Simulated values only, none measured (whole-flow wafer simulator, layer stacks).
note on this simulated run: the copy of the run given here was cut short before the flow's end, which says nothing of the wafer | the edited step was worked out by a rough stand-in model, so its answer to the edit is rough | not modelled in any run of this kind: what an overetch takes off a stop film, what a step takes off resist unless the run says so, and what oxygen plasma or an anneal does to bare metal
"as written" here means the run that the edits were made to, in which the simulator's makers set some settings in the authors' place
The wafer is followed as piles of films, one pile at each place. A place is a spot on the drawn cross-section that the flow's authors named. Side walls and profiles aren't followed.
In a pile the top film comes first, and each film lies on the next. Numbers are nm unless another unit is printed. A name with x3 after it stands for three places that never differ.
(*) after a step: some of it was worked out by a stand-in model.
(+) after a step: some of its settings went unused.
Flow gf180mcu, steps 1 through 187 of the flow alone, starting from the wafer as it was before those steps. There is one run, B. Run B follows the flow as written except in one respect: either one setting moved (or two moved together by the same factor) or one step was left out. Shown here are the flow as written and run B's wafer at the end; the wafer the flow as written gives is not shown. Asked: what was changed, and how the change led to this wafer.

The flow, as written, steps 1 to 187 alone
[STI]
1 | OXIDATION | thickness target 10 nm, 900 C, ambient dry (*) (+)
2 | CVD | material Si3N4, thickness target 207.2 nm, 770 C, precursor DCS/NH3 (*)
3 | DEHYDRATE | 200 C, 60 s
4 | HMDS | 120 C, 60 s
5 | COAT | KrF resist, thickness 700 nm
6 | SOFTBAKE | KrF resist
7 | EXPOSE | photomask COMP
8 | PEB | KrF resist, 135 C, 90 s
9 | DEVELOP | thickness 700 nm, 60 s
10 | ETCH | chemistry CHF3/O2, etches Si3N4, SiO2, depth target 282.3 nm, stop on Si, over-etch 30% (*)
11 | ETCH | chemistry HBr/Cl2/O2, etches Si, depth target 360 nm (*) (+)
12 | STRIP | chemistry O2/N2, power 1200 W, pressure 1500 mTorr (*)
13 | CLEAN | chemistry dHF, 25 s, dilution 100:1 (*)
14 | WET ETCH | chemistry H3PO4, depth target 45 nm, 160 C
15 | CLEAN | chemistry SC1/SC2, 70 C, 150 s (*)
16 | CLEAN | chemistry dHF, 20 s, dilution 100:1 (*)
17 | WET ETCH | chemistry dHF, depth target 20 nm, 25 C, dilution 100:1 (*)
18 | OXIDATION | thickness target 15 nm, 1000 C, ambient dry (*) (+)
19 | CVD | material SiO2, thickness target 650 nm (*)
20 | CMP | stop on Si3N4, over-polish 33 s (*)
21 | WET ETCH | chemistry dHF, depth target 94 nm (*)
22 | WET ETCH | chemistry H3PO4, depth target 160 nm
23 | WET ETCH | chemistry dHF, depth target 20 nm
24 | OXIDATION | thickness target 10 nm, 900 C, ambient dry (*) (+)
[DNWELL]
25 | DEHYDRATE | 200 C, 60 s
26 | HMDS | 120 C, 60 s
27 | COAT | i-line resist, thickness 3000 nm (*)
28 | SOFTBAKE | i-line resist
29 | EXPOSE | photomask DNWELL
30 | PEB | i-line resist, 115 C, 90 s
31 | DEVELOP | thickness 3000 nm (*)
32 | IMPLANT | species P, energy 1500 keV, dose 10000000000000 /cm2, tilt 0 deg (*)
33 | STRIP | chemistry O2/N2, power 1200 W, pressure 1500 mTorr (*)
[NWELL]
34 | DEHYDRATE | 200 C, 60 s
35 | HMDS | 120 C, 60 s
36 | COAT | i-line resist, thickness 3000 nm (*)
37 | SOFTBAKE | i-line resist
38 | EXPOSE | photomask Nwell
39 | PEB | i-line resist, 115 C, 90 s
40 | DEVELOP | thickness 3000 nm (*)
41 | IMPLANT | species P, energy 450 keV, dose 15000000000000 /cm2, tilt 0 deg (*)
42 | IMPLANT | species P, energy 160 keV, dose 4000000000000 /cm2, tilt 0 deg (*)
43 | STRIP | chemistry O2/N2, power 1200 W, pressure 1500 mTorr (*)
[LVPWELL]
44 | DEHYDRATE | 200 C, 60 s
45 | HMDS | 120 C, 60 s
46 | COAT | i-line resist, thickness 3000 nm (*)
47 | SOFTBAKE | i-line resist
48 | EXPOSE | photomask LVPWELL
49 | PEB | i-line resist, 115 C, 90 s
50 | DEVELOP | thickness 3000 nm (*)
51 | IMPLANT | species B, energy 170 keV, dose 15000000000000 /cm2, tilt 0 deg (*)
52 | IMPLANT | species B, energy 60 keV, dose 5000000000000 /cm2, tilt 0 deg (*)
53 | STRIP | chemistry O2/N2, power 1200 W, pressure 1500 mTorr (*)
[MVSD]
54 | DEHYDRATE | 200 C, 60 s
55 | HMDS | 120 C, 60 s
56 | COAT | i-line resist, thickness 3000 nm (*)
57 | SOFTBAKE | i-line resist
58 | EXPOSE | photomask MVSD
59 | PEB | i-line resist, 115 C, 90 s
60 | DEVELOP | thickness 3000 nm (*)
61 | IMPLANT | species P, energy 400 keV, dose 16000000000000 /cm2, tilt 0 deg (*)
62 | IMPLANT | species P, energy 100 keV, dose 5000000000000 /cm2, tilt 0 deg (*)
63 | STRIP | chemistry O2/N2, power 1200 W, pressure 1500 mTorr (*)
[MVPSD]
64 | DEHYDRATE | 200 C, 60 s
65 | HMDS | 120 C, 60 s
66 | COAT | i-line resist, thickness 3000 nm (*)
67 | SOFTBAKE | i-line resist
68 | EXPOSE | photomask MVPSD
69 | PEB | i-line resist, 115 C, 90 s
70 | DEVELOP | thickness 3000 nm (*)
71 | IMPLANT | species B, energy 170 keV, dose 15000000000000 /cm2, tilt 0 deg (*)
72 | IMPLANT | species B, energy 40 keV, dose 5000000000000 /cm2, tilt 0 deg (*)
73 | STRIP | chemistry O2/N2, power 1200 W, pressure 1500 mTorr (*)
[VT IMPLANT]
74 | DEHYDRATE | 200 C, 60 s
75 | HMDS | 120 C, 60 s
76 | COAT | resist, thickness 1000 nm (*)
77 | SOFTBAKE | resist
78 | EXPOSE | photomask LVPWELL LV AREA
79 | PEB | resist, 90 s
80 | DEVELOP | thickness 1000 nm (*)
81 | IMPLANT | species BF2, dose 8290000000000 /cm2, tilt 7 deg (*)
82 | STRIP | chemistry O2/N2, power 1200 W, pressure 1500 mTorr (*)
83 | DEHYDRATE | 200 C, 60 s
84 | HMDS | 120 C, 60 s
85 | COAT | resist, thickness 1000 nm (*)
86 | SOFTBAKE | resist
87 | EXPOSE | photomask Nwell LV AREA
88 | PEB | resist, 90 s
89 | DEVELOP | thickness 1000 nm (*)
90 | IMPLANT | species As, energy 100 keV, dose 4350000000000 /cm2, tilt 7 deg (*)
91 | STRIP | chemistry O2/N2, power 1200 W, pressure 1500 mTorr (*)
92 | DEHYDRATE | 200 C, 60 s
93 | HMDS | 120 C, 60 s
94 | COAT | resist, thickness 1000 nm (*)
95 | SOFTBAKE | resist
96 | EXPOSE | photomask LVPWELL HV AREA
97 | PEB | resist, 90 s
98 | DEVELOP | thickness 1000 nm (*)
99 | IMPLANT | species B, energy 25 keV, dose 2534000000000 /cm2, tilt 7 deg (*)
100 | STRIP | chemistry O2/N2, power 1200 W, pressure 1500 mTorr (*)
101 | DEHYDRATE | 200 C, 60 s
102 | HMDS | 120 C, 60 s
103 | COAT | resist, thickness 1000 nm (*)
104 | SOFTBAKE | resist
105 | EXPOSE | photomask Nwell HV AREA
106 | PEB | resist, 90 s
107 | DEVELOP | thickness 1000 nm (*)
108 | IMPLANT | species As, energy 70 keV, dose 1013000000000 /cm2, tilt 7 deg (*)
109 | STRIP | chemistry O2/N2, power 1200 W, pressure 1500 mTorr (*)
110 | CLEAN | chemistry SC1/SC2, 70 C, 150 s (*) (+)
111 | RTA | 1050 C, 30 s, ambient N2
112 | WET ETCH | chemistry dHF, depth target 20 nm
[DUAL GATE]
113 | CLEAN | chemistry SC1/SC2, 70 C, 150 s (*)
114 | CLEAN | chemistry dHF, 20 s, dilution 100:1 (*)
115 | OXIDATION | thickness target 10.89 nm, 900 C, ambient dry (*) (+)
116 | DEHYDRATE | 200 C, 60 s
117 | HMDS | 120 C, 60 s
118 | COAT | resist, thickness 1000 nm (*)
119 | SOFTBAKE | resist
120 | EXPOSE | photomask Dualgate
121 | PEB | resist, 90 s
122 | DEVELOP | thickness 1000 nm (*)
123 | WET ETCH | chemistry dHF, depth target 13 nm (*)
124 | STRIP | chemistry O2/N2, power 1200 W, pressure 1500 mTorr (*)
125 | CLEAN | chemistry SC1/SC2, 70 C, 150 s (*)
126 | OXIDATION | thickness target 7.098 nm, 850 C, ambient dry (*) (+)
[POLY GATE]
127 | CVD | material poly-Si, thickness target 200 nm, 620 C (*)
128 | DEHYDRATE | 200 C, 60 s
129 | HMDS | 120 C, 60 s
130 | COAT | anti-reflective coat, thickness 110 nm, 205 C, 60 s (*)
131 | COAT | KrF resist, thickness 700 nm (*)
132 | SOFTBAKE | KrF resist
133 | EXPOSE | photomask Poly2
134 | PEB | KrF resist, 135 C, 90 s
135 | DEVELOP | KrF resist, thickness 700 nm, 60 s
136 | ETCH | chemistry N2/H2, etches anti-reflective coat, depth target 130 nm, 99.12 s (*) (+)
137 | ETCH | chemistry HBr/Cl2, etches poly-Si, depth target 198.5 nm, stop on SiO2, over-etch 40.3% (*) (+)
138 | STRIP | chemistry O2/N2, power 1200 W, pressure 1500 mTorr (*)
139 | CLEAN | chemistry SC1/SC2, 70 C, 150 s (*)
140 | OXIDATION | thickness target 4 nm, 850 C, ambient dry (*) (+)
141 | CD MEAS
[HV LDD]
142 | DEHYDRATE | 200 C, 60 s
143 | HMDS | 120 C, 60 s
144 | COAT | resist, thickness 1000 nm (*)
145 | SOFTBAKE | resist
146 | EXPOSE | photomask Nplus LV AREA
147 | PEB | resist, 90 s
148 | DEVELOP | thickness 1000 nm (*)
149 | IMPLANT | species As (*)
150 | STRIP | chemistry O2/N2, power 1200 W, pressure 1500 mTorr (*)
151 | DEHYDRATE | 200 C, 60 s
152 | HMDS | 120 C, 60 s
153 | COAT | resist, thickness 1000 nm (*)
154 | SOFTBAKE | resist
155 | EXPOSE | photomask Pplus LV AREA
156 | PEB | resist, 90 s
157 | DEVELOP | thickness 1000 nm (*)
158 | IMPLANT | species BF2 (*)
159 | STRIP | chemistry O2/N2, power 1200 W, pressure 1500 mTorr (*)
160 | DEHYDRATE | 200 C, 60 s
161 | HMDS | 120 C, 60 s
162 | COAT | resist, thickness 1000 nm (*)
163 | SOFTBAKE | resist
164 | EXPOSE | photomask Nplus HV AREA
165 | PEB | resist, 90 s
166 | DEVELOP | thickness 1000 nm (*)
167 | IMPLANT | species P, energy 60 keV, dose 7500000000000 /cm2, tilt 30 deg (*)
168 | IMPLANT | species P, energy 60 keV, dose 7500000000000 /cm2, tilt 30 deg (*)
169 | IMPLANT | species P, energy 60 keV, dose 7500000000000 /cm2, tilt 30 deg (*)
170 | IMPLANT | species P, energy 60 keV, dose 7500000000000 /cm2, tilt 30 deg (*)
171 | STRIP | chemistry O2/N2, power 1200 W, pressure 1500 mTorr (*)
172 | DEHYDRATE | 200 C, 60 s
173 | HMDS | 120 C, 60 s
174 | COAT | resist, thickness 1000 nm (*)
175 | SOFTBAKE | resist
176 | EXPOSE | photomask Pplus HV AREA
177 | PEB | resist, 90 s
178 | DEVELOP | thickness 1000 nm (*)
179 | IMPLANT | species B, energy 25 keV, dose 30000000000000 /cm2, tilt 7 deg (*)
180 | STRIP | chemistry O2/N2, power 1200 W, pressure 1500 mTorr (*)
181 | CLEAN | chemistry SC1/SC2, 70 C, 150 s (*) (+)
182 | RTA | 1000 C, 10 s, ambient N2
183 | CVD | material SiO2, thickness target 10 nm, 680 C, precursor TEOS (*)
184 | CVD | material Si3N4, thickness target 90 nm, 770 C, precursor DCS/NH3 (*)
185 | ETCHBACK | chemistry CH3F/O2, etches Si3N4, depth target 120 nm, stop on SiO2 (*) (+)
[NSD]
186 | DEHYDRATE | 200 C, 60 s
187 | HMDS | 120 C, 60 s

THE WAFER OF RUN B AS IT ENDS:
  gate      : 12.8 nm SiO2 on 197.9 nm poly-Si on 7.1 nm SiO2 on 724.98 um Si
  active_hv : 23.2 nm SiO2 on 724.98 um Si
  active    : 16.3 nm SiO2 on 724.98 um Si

Cause: step 183, CVD: thickness target 11.6 nm was run, while the flow as written has thickness target 10 nm.

How this came from the change, step by step:
  183 | CVD | material SiO2, thickness target 10 nm, 680 C, precursor TEOS (*)
      field, field__w1, field__w2 and 99 more: +11.6 SiO2 (it would be, as written: +10 SiO2)
      ld_drift_p: +11.4 SiO2 (it would be, as written: +9.87 SiO2)
      (as well as at 1 more place)
